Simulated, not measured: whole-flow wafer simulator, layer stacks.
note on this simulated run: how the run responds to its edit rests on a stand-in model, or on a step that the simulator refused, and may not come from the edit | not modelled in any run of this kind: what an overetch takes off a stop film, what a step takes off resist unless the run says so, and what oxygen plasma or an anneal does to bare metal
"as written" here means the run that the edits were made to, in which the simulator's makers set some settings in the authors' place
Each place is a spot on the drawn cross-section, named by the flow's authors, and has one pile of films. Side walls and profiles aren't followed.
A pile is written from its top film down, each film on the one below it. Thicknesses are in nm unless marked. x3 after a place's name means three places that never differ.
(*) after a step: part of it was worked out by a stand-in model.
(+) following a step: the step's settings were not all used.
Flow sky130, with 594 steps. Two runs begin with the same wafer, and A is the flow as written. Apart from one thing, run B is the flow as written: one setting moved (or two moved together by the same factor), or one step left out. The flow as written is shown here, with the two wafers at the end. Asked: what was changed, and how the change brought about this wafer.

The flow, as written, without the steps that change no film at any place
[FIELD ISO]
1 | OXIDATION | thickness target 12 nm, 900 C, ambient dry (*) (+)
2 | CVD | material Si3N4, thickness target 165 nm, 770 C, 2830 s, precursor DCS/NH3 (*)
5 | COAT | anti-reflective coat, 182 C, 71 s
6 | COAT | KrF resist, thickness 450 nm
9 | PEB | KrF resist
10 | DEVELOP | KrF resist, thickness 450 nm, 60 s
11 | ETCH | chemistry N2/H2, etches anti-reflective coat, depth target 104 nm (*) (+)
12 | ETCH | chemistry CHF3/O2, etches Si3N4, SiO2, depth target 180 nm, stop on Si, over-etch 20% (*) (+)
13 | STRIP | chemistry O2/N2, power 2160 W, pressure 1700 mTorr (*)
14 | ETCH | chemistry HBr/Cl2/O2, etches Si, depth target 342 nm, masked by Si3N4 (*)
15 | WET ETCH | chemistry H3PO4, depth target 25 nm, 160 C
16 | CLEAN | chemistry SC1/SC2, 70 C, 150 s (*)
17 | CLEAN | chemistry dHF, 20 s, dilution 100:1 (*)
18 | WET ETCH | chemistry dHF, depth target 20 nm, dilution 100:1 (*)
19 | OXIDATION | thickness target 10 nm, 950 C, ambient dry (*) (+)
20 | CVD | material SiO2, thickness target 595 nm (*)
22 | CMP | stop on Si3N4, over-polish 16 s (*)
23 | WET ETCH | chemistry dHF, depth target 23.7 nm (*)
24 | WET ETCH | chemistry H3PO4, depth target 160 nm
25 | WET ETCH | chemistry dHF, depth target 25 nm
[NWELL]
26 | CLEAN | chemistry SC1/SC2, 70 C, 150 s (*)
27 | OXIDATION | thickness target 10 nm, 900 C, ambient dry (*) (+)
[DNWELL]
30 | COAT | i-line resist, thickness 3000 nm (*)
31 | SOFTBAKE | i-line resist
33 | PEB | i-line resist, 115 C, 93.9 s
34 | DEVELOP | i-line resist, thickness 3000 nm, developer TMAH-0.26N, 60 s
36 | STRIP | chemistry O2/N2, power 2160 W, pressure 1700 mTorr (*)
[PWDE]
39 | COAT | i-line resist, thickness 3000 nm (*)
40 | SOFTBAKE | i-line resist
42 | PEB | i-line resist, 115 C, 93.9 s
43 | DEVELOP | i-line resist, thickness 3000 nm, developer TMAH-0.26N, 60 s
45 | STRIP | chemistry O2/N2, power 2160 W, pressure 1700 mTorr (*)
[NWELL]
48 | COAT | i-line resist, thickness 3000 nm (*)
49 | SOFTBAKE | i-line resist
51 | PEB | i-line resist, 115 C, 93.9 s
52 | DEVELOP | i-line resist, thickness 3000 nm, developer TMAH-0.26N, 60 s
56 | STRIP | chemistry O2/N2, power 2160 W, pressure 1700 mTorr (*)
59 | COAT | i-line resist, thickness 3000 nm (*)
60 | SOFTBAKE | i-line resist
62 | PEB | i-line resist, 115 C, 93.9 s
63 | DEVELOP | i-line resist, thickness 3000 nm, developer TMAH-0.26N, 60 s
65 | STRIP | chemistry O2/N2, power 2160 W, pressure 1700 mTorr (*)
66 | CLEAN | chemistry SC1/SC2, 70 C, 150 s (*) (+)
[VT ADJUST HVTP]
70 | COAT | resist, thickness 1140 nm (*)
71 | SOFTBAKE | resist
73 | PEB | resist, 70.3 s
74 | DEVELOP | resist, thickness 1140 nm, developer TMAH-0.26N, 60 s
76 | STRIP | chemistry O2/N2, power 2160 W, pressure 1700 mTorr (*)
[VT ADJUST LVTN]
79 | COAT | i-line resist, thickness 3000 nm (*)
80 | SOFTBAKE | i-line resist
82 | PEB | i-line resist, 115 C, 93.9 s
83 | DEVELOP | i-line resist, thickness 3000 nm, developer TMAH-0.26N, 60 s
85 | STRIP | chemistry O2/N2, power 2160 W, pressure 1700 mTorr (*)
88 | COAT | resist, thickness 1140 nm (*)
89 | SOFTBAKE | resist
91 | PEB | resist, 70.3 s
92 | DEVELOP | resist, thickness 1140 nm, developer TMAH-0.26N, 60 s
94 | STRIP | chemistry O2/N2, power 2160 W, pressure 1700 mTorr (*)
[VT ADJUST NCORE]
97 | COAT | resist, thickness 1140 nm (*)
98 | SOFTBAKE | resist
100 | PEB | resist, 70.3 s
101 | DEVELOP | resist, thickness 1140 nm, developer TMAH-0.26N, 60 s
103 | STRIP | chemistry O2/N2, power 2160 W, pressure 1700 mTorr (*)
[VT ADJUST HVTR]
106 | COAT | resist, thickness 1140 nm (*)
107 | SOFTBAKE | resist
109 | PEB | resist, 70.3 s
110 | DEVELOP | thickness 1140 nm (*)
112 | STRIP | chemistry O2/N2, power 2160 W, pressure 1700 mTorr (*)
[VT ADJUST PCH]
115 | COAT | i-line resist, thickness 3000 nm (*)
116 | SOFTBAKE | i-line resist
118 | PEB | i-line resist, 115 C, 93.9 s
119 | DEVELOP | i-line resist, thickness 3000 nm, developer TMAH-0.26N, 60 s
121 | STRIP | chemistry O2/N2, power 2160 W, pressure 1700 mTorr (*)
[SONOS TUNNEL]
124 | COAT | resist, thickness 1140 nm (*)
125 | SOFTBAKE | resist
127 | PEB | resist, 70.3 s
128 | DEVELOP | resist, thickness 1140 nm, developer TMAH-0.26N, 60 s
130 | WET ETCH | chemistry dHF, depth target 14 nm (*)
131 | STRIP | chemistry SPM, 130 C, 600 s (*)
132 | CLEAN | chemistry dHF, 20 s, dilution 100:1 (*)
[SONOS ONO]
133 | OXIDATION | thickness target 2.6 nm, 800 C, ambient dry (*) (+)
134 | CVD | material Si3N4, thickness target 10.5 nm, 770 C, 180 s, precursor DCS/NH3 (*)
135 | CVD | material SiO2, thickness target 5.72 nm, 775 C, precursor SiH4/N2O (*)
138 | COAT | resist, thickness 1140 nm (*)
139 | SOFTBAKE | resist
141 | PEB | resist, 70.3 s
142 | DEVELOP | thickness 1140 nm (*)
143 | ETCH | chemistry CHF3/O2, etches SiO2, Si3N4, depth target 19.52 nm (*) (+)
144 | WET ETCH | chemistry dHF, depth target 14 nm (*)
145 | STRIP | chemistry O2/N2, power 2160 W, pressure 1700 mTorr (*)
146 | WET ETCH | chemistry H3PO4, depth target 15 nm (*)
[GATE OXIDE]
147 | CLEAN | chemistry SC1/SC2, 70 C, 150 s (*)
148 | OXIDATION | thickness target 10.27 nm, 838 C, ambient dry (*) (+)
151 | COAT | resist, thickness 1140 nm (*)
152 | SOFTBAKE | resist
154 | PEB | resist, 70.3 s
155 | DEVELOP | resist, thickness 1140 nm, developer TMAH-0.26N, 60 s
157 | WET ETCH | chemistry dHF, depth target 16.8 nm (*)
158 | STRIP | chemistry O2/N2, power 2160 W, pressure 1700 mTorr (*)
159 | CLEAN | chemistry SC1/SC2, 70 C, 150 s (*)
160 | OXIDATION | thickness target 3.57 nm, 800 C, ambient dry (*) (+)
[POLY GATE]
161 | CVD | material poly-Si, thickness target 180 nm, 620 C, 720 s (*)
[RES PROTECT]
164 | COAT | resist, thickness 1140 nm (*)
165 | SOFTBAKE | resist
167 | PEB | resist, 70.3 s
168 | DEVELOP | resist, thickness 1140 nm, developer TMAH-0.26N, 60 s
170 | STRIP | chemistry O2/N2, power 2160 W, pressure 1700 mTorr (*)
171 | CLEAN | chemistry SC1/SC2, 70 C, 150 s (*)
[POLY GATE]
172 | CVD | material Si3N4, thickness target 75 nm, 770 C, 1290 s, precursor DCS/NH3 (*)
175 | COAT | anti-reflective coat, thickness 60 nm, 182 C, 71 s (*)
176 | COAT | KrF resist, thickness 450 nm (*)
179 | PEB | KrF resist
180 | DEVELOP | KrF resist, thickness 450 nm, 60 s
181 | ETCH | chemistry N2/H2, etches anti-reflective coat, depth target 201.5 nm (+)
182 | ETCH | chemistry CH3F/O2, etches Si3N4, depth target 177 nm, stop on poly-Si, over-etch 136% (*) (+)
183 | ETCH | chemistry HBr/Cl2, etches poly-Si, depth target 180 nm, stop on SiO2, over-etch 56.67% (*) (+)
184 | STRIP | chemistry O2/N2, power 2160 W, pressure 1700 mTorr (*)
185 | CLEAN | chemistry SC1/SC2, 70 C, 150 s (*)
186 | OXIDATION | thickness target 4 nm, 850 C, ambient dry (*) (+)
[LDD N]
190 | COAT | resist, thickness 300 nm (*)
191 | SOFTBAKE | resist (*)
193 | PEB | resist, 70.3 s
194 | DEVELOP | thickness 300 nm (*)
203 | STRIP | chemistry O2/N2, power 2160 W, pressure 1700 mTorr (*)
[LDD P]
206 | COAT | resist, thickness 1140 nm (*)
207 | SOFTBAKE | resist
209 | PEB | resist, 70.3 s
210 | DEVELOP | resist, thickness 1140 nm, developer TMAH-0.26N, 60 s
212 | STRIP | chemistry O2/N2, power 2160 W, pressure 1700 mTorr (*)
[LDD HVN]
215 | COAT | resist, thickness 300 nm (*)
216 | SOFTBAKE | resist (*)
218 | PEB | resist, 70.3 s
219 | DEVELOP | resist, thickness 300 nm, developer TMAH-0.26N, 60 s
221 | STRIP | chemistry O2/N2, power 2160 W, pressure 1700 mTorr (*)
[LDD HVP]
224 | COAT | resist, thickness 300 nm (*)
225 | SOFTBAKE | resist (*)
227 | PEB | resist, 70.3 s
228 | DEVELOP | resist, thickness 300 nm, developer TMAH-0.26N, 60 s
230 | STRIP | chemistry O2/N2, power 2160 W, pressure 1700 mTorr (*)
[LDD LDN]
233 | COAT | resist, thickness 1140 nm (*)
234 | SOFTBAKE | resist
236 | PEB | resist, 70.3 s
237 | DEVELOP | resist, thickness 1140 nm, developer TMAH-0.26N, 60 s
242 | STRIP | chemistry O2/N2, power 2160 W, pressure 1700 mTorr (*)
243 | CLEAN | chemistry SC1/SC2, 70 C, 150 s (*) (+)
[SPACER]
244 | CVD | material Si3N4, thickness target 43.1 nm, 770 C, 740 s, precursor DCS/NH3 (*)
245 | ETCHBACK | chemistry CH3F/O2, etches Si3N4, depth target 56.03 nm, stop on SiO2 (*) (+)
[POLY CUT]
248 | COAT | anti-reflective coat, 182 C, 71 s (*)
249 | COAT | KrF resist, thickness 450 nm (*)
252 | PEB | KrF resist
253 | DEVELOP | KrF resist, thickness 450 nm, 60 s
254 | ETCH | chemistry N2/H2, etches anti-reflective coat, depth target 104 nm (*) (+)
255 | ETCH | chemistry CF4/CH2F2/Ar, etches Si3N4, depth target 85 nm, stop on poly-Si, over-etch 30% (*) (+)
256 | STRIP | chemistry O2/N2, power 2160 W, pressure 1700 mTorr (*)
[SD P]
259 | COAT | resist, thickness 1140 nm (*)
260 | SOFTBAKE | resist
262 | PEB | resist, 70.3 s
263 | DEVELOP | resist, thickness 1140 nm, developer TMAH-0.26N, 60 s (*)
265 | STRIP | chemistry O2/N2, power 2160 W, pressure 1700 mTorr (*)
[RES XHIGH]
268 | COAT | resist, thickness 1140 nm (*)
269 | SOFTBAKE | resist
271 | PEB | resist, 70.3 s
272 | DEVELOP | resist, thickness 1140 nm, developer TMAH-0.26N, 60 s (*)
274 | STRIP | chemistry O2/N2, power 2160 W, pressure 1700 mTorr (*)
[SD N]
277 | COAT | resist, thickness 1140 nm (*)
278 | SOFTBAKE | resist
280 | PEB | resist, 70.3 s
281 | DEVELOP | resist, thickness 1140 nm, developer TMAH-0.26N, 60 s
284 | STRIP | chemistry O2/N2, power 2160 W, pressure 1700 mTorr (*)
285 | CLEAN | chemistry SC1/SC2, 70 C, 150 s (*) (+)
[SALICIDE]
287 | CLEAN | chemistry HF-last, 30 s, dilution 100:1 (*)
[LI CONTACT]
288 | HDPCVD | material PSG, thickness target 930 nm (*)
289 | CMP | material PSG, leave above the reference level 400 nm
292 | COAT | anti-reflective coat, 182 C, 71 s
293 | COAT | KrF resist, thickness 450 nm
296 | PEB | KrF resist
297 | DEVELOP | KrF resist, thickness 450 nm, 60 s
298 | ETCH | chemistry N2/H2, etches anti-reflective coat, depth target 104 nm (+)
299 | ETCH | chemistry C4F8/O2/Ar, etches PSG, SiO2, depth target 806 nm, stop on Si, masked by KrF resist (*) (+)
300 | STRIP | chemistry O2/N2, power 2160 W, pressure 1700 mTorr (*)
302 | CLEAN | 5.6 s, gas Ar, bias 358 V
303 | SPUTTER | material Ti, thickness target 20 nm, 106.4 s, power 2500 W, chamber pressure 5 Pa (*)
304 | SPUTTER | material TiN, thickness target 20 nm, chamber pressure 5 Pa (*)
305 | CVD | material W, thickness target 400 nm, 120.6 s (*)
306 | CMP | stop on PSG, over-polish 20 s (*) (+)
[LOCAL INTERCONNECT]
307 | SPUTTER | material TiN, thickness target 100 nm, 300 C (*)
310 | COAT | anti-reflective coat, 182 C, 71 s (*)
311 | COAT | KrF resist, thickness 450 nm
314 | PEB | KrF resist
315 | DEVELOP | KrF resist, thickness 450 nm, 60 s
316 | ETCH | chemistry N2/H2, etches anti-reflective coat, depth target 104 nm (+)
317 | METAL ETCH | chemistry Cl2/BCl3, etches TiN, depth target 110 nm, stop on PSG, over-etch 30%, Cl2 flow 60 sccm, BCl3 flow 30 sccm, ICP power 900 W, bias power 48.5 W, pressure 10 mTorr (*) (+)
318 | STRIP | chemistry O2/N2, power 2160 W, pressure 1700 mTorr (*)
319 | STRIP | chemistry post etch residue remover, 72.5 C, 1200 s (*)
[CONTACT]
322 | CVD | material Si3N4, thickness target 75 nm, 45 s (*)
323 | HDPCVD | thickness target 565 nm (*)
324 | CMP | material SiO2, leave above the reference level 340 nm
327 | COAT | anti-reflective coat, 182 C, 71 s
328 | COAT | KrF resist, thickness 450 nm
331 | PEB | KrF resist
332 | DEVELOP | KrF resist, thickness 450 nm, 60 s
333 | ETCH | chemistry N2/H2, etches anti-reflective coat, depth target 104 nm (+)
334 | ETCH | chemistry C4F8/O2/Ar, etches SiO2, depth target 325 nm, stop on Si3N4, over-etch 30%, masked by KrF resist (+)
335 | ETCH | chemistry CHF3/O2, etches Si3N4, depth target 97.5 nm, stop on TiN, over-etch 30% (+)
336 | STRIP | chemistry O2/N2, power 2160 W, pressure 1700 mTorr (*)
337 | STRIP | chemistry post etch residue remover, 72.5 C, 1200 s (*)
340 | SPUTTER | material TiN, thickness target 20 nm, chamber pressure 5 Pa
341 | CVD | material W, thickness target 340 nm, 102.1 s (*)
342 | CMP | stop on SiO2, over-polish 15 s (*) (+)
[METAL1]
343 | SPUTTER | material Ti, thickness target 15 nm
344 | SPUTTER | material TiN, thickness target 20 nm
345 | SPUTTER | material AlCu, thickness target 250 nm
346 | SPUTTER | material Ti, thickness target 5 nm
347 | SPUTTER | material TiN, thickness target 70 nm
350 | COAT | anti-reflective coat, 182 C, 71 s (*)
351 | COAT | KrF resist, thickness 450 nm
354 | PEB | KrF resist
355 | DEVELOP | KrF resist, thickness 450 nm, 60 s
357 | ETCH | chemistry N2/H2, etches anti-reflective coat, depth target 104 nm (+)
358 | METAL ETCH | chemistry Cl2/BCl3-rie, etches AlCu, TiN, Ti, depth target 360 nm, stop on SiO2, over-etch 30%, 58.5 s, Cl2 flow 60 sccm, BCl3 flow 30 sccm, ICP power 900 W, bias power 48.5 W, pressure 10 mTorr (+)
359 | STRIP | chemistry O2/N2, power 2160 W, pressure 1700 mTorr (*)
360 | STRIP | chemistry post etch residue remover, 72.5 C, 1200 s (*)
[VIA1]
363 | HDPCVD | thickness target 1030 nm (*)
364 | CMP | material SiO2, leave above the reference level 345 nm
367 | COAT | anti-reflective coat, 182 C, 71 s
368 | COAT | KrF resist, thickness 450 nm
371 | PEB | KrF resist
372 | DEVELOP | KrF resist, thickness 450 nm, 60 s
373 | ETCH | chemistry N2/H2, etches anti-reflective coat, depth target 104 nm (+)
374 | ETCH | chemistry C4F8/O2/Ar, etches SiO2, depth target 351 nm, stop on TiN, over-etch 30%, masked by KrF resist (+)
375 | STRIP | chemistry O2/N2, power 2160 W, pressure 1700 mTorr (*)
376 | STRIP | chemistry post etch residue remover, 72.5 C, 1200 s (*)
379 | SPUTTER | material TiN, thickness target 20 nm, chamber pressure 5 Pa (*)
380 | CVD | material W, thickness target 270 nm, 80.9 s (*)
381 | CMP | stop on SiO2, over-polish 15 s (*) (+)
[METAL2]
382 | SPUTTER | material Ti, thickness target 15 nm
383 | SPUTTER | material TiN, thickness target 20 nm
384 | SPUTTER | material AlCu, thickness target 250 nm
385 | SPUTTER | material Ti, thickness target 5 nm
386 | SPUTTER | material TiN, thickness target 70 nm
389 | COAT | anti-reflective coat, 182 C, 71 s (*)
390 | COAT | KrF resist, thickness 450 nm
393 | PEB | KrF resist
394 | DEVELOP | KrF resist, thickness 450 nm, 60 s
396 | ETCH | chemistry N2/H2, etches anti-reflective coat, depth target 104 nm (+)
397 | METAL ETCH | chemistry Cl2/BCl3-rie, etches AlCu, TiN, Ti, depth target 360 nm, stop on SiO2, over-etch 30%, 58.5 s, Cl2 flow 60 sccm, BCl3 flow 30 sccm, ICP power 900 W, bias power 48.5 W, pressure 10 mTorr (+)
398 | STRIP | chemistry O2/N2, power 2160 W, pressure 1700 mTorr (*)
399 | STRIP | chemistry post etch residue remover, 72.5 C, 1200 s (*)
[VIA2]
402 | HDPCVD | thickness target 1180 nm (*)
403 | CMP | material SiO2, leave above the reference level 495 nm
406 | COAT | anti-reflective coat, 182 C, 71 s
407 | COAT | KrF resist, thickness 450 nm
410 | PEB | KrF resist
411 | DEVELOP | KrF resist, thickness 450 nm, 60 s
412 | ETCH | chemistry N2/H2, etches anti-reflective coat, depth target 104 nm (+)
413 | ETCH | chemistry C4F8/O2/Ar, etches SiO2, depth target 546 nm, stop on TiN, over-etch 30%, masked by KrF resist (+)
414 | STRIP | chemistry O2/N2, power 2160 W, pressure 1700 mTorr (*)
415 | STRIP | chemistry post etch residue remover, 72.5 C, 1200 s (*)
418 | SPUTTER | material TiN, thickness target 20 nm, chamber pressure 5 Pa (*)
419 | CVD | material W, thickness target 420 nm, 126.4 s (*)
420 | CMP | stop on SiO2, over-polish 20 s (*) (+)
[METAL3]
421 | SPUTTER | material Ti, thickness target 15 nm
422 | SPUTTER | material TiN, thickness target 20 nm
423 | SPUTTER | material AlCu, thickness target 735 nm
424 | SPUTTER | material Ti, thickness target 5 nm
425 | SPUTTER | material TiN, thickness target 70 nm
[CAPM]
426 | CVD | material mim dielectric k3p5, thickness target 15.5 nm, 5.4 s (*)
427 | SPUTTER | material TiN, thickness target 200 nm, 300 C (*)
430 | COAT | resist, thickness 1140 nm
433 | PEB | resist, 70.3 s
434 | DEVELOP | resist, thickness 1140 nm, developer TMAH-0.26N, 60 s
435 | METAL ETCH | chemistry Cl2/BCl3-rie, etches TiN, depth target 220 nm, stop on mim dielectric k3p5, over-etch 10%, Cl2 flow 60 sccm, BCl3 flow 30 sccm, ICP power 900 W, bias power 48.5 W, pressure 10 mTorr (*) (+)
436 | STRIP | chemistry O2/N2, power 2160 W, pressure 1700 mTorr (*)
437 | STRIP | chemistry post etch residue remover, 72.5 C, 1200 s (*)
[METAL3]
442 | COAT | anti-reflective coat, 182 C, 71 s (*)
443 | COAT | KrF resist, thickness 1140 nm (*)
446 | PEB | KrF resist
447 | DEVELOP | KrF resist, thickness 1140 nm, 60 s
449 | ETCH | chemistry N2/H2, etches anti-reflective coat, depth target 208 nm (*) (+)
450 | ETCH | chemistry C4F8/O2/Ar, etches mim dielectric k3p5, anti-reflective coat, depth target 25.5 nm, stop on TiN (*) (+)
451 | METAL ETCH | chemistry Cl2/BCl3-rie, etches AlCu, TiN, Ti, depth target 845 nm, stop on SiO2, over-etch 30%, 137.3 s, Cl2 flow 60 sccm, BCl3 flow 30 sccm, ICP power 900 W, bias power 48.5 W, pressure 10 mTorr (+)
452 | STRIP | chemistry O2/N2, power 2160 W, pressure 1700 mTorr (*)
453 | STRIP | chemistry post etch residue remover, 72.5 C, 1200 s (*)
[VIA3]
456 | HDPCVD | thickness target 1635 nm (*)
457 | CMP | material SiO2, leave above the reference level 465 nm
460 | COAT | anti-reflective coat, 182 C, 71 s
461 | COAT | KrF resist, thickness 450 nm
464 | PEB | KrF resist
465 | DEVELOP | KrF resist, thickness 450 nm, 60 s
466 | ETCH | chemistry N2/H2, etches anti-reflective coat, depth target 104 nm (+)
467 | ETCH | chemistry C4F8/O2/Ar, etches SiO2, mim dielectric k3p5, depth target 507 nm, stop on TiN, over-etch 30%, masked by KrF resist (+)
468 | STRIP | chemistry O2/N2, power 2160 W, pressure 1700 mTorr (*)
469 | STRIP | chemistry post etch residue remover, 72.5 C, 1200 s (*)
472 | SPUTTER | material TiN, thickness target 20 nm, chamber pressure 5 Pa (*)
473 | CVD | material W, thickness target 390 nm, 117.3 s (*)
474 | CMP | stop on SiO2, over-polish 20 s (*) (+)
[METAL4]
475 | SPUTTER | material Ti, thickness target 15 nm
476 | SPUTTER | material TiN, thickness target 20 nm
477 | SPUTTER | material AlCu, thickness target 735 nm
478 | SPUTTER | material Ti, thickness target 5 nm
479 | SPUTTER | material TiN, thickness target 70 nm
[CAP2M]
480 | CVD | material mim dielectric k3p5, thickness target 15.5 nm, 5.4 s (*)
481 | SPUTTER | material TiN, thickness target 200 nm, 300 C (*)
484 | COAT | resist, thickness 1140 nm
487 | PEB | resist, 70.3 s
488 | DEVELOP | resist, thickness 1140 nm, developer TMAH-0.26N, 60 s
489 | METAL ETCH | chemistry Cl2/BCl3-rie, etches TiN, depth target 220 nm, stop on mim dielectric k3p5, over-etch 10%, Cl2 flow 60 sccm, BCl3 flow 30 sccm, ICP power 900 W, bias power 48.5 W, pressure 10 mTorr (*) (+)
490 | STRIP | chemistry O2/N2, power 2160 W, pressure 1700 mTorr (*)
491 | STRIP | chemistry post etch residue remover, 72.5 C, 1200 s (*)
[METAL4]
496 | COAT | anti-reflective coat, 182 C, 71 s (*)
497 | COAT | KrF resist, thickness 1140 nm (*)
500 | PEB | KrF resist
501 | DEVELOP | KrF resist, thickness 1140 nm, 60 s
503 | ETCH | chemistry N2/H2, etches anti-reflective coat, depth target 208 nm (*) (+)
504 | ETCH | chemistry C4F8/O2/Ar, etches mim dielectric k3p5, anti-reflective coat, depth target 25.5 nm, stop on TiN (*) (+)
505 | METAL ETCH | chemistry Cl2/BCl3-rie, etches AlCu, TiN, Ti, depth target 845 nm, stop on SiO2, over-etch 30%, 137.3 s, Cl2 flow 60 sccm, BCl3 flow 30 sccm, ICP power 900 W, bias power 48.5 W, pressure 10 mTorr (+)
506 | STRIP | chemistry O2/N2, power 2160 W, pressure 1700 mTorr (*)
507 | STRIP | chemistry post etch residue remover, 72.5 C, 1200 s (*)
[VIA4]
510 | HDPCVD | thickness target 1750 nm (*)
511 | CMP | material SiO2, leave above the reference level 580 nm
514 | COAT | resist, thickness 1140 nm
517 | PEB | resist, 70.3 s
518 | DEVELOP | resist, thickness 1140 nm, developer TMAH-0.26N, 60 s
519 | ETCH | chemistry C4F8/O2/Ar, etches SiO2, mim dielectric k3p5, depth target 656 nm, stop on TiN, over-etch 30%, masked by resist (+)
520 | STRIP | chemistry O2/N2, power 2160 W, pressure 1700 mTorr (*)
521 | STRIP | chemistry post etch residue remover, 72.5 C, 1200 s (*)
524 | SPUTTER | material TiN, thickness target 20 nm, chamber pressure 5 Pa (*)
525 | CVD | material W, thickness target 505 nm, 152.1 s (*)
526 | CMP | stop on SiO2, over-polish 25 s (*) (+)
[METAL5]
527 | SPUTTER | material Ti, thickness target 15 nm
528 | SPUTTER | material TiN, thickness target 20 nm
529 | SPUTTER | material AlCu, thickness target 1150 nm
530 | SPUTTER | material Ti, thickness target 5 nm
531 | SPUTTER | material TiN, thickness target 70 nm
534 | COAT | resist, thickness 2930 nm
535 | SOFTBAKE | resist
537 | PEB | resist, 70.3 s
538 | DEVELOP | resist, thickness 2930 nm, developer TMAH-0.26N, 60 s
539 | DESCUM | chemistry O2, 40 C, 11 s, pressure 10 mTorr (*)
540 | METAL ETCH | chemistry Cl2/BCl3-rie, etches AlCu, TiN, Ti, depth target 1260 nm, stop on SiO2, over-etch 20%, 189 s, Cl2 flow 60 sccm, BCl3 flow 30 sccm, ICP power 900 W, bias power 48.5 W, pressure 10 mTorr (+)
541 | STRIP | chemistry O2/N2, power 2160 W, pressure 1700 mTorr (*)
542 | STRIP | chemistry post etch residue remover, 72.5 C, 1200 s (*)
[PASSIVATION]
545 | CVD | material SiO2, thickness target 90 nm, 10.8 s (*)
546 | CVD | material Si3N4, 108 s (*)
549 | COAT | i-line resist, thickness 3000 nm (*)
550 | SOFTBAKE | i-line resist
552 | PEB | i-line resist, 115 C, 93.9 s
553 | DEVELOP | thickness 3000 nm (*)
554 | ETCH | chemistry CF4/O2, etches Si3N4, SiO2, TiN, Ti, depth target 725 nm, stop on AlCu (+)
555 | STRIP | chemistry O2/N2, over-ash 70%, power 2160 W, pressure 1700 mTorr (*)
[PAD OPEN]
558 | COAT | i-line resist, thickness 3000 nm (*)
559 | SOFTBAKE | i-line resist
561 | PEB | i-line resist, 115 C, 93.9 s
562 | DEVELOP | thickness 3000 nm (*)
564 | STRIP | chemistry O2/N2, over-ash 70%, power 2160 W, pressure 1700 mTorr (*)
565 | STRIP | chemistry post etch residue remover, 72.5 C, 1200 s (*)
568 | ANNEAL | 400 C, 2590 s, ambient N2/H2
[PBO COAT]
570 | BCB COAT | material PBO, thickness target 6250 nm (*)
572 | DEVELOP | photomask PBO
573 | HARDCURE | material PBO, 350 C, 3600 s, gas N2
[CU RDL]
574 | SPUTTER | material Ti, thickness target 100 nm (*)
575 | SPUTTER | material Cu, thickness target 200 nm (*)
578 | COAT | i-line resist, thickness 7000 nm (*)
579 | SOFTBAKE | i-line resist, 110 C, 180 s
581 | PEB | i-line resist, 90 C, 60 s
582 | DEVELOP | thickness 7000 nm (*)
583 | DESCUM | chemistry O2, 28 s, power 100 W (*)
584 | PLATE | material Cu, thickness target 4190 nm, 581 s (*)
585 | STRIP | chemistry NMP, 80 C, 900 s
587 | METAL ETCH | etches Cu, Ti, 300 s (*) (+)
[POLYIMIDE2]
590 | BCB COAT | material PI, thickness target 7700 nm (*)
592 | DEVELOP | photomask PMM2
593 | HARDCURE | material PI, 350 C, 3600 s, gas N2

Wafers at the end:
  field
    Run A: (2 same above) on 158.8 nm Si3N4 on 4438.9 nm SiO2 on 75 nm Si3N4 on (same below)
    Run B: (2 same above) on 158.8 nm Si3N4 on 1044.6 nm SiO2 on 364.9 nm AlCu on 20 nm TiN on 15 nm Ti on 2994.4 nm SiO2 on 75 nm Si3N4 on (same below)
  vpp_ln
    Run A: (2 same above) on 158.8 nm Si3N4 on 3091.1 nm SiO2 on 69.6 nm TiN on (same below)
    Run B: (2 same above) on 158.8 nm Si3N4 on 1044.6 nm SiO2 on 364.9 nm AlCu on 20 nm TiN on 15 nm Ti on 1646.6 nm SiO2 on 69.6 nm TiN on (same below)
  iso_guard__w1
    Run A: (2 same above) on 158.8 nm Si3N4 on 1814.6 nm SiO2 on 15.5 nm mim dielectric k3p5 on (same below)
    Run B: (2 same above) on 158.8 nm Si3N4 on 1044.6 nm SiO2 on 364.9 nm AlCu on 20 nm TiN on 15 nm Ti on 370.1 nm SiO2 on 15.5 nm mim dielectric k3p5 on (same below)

Cause: step 505, METAL ETCH: depth target 338 nm was run, while the flow as written has depth target 845 nm; step 505, METAL ETCH: 54.9 s was run, where the flow has 137.3 s.

The path from the change to this, step by step:
  505 | METAL ETCH | chemistry Cl2/BCl3-rie, etches AlCu, TiN, Ti, depth target 845 nm, stop on SiO2, over-etch 30%, 137.3 s, Cl2 flow 60 sccm, BCl3 flow 30 sccm, ICP power 900 W, bias power 48.5 W, pressure 10 mTorr (+)
      field, gate, spacer and 68 more: A TiN loses 70 (all of it), Ti loses 5 (all of it), AlCu loses 735 (all of it), TiN loses 20 (all of it), Ti loses 15 (all of it), SiO2 loses 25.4 | B TiN loses 70 (all of it), Ti loses 5 (all of it), AlCu loses 364.4
      active, vpp_iso1, mim_edge_plate and 14 more: A TiN loses 70 (all of it), Ti loses 5 (all of it), AlCu loses 735 (all of it), TiN loses 20 (all of it), Ti loses 15 (all of it), SiO2 loses 25.3 | B TiN loses 70 (all of it), Ti loses 5 (all of it), AlCu loses 364.4
      (and at 105 other places as well)
  506 | STRIP | chemistry O2/N2, power 2160 W, pressure 1700 mTorr (*)
      gate_hv, mim, dice_street and 74 more: A KrF resist loses 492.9 (all of it), anti-reflective coat loses 80 (all of it) | B KrF resist loses 822.5 (all of it), anti-reflective coat loses 80 (all of it)
      n_well, p_well, sd_n and 6 more: A KrF resist loses 492.9 (all of it), anti-reflective coat loses 80 (all of it) | B KrF resist loses 822.4 (all of it), anti-reflective coat loses 80 (all of it)
      (and at 19 other places as well)
  507 | STRIP | chemistry post etch residue remover, 72.5 C, 1200 s (*)
      field, active, gate and 85 more: A nothing | B AlCu loses 5.72
  510 | HDPCVD | thickness target 1750 nm (*)
      field, active, gate and 85 more: A SiO2 gains 1750 | B SiO2 gains 1750 (new film)
  511 | CMP | material SiO2, leave above the reference level 580 nm
      field, active, gate and 77 more: A SiO2 loses 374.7 | B SiO2 loses 799.9
      iso_guard__w1, mim_edge_gap, vpp_l1ln, vpp_m3ln, rpm_encl, via2_enc, rpm_encl_psd, iso_guard_nsd_tip: A SiO2 loses 374.6 | B SiO2 loses 799.9
Taking metal films that touch as one body, field has 1 body; the flow as written gives 0 bodies.
Taking metal films that touch as one body, vpp_ln has 3 bodies (between them, from the top down: SiO2 1646.6; SiO2 267.2); the flow as written gives 2 bodies (between them, from the top down: SiO2 267.2).
Taking metal films that touch as one body, iso_guard__w1 has 2 bodies (between them, from the top down: SiO2 370.1 / mim dielectric k3p5 15.5); the flow as written gives 1 body.
